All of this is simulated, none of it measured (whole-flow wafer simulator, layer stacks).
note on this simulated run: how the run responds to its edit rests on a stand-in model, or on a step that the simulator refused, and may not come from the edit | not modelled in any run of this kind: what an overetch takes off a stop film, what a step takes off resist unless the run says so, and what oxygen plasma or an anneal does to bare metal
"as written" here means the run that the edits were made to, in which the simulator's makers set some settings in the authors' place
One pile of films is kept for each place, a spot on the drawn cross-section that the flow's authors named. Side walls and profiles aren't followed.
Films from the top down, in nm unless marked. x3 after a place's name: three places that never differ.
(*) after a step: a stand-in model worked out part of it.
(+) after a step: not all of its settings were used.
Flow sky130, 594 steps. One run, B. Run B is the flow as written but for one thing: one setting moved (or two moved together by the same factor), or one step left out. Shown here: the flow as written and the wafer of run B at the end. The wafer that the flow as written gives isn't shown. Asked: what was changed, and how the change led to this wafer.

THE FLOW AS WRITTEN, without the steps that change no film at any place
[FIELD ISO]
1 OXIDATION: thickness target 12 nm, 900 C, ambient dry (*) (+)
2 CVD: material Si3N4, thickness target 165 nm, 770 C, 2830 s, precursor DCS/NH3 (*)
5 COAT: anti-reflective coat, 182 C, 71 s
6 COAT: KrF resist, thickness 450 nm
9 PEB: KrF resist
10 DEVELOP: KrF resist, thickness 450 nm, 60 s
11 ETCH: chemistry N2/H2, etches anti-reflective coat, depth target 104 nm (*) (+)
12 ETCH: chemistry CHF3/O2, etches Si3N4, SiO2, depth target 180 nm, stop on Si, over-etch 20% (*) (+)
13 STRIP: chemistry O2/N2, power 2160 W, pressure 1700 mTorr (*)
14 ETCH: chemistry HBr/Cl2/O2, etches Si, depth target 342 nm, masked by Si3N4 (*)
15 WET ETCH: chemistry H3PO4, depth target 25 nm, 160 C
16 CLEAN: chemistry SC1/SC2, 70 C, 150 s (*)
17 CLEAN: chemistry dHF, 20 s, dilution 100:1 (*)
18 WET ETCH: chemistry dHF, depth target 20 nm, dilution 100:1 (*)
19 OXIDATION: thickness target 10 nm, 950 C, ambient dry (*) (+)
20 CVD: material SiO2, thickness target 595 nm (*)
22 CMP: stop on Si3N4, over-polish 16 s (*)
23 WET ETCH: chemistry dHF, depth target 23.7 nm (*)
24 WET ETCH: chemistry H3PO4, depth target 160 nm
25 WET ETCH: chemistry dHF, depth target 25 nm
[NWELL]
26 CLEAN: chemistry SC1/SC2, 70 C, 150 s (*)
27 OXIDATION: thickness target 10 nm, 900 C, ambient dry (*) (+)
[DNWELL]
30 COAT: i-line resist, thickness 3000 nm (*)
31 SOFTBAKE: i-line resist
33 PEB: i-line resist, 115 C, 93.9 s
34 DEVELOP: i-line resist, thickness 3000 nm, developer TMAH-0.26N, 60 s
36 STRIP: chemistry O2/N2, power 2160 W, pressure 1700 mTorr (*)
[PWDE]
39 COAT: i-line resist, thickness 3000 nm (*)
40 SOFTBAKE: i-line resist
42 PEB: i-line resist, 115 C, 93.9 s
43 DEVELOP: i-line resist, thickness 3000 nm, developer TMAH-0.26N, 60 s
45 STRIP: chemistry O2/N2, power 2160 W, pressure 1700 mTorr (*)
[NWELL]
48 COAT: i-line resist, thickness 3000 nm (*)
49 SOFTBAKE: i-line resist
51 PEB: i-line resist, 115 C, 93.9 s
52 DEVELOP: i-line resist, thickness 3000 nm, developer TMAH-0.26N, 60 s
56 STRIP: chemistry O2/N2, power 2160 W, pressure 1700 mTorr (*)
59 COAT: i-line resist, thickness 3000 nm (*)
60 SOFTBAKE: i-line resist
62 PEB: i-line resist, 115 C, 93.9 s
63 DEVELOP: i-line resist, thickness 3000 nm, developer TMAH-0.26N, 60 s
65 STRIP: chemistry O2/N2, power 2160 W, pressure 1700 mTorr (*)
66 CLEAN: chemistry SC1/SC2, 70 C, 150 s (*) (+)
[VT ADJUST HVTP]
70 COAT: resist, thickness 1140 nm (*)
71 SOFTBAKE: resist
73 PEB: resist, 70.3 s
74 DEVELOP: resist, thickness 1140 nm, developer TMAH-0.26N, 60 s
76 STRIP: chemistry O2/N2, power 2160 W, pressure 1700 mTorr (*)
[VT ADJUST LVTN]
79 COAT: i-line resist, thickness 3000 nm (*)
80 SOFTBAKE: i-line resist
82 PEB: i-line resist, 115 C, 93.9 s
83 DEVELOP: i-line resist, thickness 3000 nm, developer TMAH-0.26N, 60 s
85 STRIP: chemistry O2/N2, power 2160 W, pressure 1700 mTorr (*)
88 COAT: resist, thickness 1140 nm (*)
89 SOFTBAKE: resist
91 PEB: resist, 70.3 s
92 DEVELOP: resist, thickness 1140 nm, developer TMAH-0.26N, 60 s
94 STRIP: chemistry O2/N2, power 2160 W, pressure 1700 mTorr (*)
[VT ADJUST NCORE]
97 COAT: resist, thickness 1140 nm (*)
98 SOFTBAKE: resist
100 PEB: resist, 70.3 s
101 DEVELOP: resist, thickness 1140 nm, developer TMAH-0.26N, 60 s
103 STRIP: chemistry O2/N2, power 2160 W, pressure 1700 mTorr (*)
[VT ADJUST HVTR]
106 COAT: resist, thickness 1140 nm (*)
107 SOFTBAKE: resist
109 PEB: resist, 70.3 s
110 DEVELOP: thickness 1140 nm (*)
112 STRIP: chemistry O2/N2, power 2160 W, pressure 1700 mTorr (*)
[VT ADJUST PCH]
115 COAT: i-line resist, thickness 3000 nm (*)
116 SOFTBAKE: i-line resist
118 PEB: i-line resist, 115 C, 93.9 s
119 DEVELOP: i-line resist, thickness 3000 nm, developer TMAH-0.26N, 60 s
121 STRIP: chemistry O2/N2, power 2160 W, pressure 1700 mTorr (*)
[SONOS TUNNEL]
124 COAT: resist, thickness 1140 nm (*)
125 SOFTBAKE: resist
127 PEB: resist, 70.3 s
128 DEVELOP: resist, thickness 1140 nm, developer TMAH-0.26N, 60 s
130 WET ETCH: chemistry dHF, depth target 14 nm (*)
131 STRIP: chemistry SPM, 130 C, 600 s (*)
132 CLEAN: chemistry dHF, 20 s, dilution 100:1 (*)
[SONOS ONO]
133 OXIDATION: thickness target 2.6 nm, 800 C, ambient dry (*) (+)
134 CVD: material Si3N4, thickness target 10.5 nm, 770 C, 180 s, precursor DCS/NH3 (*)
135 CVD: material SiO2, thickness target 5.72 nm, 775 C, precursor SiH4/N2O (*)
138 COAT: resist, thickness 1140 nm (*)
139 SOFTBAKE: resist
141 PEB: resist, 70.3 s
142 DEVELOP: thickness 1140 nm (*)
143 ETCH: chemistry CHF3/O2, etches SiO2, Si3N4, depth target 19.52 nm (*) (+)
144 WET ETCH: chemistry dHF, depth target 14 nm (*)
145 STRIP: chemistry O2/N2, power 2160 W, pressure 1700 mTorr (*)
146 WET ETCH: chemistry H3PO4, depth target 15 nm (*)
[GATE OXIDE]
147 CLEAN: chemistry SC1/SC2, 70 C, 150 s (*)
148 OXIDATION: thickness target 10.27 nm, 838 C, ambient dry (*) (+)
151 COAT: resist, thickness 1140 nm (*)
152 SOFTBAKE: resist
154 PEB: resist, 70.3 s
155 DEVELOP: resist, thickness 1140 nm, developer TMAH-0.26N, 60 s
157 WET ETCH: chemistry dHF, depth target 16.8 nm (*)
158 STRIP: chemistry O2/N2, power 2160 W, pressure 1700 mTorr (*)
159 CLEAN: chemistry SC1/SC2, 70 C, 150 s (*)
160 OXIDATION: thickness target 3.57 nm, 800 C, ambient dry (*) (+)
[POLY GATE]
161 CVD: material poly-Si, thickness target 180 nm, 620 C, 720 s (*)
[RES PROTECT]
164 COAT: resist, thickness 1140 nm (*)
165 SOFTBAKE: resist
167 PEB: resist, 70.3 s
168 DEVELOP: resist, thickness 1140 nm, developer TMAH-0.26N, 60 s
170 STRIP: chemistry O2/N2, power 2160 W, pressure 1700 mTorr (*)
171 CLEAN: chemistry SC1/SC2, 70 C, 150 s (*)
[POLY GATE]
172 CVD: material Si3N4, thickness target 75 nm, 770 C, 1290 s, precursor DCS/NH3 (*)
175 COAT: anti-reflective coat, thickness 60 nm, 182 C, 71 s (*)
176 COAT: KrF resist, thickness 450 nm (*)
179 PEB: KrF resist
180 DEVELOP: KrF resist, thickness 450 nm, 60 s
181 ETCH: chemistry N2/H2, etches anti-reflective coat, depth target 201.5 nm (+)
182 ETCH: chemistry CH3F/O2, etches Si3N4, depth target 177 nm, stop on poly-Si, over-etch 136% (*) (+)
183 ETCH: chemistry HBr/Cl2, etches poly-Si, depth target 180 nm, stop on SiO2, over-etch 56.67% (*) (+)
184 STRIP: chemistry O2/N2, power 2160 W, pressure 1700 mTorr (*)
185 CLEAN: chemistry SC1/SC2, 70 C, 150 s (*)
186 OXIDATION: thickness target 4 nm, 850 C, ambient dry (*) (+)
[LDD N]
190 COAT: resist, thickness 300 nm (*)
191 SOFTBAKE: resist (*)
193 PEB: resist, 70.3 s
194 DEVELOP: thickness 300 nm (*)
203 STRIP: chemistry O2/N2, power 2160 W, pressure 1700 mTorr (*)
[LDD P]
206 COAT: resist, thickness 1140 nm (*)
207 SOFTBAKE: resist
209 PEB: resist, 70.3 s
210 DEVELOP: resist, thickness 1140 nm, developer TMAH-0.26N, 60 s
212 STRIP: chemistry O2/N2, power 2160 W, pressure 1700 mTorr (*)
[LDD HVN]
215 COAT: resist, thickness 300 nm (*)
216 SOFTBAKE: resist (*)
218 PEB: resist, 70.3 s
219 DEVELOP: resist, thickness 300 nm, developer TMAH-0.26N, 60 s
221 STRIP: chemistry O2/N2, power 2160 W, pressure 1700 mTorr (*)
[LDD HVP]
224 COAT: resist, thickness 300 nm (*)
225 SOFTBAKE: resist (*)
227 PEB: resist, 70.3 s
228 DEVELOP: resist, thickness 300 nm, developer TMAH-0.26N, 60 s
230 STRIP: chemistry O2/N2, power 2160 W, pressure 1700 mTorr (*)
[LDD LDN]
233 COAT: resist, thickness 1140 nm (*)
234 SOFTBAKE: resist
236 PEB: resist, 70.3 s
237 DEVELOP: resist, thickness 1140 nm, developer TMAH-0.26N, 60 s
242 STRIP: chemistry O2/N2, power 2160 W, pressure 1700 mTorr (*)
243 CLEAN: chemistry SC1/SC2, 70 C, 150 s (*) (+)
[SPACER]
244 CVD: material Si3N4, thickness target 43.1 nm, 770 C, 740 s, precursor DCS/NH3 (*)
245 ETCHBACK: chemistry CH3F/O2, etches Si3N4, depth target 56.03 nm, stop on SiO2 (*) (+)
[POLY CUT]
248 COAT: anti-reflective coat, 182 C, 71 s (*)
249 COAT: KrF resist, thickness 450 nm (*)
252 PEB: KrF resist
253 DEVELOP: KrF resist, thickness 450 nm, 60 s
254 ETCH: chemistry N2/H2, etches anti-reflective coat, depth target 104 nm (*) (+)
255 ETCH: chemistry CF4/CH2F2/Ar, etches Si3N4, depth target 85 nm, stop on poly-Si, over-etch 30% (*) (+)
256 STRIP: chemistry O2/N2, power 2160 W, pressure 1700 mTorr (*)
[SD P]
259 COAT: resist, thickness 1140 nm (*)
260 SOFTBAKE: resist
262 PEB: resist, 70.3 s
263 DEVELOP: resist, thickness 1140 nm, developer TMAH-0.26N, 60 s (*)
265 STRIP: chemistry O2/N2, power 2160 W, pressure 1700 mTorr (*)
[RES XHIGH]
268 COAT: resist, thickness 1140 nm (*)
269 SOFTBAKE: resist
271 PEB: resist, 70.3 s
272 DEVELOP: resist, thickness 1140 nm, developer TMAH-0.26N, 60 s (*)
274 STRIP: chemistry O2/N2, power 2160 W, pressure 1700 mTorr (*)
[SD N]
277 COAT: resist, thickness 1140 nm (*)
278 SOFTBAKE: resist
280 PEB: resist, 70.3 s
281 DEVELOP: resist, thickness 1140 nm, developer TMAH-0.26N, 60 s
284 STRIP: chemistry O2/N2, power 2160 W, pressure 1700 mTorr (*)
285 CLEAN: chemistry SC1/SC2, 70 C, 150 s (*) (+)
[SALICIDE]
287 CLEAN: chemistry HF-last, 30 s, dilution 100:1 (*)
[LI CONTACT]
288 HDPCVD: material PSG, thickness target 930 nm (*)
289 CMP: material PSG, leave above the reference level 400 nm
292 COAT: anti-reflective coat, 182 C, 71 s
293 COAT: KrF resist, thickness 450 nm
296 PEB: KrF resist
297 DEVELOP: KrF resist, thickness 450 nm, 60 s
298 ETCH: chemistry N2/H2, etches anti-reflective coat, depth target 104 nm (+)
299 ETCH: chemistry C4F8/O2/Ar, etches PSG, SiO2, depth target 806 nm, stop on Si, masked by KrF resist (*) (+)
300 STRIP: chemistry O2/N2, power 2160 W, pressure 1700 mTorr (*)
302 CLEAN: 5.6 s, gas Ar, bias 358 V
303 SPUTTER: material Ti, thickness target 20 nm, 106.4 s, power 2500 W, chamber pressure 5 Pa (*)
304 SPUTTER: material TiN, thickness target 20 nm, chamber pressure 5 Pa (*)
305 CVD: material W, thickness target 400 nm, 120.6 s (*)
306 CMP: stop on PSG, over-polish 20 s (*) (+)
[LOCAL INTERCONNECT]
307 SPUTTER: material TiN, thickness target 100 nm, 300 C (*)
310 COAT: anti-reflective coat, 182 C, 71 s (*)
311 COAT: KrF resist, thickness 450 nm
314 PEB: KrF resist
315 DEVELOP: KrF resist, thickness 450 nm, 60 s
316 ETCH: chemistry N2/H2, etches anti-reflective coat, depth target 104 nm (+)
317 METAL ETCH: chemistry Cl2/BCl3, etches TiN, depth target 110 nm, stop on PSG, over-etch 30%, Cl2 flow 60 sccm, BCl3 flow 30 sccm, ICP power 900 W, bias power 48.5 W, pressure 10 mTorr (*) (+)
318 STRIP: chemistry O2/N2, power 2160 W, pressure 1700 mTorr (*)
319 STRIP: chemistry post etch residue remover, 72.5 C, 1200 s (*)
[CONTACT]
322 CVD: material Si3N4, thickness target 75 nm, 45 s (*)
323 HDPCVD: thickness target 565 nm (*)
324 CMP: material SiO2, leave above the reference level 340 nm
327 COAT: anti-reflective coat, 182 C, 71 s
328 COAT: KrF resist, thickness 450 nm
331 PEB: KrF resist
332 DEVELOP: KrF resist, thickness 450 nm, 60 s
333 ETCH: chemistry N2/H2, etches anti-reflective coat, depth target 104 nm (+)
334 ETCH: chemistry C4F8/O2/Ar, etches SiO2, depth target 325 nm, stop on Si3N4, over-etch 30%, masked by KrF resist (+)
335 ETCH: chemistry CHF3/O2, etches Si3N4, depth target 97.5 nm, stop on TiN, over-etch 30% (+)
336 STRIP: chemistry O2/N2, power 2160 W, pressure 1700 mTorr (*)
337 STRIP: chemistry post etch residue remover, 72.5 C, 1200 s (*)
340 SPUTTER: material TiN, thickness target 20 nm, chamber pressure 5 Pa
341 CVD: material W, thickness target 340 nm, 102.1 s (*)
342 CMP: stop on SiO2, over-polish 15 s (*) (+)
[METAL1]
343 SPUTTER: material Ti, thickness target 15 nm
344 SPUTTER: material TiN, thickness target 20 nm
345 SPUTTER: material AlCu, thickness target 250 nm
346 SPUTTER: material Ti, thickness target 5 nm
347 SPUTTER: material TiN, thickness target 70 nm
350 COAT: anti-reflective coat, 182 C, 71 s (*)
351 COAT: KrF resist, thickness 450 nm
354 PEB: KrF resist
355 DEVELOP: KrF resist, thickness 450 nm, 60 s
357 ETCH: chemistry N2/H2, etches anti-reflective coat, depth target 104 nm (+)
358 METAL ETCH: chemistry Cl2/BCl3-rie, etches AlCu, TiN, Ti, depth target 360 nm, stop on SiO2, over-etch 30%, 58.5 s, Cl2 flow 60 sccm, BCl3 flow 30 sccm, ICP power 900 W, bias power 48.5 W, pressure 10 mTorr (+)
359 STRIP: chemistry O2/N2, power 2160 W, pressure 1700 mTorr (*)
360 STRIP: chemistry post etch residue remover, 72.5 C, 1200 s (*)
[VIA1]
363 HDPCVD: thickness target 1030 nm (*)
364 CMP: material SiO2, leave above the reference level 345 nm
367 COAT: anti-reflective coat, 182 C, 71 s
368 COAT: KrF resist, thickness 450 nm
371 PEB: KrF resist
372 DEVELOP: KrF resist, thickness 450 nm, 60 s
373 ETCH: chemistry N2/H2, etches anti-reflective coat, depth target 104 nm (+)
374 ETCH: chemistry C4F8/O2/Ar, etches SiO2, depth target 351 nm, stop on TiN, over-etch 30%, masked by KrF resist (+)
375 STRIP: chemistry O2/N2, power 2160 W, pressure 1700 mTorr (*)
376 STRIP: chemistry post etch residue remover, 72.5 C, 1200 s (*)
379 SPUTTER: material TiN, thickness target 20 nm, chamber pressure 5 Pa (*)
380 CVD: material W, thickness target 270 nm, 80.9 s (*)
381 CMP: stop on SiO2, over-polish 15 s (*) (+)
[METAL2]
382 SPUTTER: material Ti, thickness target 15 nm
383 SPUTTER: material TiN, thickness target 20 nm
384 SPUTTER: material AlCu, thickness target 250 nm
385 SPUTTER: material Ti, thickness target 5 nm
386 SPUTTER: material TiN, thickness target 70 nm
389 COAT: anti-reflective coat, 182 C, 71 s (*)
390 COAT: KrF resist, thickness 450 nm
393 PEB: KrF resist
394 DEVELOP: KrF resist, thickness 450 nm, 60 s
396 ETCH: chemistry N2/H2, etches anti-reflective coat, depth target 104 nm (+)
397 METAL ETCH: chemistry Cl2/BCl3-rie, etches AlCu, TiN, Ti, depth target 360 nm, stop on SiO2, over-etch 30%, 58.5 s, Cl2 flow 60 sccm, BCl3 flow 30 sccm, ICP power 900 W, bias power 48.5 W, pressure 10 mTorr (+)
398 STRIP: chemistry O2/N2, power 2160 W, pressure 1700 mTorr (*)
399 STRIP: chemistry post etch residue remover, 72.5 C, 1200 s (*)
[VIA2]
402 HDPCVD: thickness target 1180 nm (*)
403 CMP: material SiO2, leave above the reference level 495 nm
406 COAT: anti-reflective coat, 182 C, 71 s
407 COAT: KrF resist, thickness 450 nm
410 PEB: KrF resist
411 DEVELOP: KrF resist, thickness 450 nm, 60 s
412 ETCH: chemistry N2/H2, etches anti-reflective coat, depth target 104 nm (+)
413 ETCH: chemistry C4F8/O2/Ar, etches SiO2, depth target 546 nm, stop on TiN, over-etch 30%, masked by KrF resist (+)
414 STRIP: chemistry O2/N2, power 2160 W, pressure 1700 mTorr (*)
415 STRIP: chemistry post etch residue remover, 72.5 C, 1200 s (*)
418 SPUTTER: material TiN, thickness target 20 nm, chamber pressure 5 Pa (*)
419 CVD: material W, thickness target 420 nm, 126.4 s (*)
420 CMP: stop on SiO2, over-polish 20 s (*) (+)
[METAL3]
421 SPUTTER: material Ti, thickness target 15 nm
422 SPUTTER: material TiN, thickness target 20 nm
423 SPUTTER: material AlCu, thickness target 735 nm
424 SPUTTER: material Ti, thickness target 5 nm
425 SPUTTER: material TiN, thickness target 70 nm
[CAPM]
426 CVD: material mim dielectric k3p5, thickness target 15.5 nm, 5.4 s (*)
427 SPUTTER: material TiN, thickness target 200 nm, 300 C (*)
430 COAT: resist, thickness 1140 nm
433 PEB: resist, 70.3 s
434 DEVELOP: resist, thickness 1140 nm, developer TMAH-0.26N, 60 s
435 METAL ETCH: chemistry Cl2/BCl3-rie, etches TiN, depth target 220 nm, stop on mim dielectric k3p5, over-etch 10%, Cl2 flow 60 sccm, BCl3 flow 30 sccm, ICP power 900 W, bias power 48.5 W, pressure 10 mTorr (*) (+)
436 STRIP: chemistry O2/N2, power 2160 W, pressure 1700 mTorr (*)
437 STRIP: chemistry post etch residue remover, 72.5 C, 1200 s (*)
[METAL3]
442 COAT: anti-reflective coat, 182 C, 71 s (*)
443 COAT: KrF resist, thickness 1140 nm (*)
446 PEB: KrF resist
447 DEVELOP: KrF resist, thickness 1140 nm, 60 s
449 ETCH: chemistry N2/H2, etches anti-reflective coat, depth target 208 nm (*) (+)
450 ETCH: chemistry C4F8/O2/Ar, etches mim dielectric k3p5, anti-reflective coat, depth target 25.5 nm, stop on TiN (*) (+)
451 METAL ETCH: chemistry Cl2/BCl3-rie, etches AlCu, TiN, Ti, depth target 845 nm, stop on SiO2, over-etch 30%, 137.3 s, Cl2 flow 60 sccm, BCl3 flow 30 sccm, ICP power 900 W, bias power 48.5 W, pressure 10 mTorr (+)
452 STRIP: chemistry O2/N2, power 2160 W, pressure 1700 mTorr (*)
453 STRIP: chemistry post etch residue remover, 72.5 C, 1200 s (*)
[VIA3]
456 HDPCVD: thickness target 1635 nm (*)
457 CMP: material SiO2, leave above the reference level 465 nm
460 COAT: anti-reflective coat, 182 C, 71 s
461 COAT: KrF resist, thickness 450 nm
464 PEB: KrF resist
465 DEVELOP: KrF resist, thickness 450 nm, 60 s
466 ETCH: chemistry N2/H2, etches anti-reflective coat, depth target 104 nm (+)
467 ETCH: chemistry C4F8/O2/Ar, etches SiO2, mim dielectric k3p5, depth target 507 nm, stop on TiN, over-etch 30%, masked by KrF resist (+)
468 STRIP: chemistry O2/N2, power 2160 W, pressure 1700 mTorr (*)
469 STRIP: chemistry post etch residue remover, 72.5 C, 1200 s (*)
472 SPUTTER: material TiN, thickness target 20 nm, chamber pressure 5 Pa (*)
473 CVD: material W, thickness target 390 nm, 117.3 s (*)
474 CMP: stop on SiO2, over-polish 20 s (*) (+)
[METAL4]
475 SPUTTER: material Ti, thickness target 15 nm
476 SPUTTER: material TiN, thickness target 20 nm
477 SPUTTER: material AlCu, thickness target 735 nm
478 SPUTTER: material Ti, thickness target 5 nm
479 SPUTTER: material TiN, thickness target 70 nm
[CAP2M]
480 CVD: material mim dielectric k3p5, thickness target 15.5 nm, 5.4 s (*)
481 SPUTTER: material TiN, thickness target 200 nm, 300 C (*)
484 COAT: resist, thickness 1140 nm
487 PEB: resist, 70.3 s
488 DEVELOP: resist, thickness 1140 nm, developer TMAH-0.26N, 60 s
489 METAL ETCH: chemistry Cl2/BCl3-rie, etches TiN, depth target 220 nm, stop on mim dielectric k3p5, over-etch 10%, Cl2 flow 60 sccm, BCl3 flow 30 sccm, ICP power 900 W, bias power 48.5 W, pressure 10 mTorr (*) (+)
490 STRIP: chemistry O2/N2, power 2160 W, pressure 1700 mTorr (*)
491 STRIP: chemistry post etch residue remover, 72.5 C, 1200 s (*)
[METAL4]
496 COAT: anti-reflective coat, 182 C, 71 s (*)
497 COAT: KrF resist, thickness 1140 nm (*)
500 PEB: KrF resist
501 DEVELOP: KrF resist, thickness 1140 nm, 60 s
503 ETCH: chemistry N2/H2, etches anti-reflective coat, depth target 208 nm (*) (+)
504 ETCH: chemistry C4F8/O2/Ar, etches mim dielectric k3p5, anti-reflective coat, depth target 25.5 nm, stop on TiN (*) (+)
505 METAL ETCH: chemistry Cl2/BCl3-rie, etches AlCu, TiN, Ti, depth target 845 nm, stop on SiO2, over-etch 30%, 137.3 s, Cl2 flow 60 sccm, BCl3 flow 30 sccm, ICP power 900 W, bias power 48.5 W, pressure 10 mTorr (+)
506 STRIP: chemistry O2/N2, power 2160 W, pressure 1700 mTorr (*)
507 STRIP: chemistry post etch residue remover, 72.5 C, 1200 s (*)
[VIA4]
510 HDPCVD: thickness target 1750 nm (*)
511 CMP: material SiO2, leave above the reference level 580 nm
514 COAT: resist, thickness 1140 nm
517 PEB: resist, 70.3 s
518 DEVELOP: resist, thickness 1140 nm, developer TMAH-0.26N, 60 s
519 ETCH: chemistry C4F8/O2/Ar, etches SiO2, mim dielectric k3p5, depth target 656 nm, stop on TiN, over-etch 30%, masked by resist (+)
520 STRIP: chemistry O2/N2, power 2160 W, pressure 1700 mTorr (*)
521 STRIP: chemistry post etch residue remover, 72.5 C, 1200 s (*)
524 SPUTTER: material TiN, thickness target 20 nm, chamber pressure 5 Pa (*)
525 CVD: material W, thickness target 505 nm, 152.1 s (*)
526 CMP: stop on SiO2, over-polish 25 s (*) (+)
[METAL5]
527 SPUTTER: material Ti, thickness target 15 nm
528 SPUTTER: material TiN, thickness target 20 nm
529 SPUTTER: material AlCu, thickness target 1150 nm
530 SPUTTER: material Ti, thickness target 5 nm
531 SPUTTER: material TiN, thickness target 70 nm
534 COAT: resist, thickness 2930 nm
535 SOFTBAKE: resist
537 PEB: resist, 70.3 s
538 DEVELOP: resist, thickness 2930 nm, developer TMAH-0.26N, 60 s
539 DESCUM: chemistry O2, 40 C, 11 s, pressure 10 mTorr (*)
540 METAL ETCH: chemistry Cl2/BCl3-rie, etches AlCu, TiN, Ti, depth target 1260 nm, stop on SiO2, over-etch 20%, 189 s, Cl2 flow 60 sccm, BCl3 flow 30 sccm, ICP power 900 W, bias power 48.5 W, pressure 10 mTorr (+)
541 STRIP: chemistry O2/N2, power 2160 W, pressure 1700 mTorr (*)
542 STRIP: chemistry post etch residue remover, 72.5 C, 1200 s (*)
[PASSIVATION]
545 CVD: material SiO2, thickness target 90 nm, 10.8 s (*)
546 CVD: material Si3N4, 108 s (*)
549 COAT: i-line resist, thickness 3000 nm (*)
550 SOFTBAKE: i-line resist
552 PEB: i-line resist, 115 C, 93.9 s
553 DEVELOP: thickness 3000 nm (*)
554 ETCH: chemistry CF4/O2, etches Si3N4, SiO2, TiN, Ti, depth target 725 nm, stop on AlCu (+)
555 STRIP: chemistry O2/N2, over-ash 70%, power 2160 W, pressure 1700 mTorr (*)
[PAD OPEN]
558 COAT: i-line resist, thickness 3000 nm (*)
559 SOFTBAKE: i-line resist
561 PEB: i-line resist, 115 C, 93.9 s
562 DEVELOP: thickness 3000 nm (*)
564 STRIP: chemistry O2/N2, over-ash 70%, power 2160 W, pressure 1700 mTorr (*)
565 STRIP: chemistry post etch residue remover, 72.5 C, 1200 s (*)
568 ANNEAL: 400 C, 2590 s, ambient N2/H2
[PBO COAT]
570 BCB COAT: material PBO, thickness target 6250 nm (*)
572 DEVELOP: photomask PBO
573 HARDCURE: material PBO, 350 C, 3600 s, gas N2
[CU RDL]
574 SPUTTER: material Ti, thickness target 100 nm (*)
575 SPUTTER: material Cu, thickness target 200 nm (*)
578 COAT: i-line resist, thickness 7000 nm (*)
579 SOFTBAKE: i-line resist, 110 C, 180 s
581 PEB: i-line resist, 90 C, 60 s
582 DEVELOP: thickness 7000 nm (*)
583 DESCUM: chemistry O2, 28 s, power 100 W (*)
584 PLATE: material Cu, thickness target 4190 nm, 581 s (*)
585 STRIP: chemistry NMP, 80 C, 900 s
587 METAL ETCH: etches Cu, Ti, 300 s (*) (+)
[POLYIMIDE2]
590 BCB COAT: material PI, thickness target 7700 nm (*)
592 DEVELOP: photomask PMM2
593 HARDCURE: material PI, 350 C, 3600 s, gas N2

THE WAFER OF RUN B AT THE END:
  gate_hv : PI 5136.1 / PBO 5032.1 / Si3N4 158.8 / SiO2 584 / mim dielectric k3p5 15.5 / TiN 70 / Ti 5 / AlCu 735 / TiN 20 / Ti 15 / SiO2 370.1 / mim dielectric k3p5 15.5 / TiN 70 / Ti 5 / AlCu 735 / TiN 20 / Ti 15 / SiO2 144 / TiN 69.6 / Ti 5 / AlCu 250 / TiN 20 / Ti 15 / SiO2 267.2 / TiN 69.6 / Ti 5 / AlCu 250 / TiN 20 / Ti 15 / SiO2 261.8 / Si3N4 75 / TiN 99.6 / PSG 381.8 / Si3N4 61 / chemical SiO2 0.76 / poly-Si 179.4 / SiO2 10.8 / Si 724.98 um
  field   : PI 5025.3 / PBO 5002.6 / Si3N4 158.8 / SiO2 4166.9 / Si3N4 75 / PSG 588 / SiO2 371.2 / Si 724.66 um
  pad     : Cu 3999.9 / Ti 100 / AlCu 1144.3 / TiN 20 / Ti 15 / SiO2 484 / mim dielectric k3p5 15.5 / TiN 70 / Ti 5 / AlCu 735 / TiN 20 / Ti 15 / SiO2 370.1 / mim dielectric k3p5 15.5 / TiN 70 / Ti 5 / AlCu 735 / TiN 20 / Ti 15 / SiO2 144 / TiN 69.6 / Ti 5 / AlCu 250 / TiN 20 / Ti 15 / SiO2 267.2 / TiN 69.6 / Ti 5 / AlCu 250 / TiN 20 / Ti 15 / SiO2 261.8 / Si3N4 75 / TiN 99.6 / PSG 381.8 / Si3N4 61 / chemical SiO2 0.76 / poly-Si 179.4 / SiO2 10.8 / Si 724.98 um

The cause: step 403, CMP: leave above the reference level 223 nm was run, where the flow has leave above the reference level 495 nm.

How the change led to this, step by step:
  403 CMP: material SiO2, leave above the reference level 495 nm
      n_well, p_well, gate_hv and 101 more: SiO2 -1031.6 (as written it would be: SiO2 -759.6)
      field, active, gate and 82 more: SiO2 -661.1 (as written it would be: SiO2 -389.1)
      (and at 2 more places)
  413 ETCH: chemistry C4F8/O2/Ar, etches SiO2, depth target 546 nm, stop on TiN, over-etch 30%, masked by KrF resist (+)
      field, active, n_well and 186 more: KrF resist -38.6 (as written it would be: KrF resist -109.2)
      m1: SiO2 -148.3 (all of it) (as written it would be: SiO2 -420.3 (all of it))
      (and at 1 more place)
  414 STRIP: chemistry O2/N2, power 2160 W, pressure 1700 mTorr (*)
      field, active, n_well and 186 more: KrF resist -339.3 (all of it), anti-reflective coat -80 (all of it) (as written it would be: KrF resist -268.6 (all of it), anti-reflective coat -80 (all of it))
  418 SPUTTER: material TiN, thickness target 20 nm, chamber pressure 5 Pa (*)
      m1: TiN +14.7 (as written it would be: TiN +10.2)
      via2_hole: TiN +14.6 (as written it would be: TiN +10.2)
  419 CVD: material W, thickness target 420 nm, 126.4 s (*)
      m1: W +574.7 (new film) (as written it would be: W +851.1 (new film))
      via2_hole: W +574.2 (new film) (as written it would be: W +850.7 (new film))
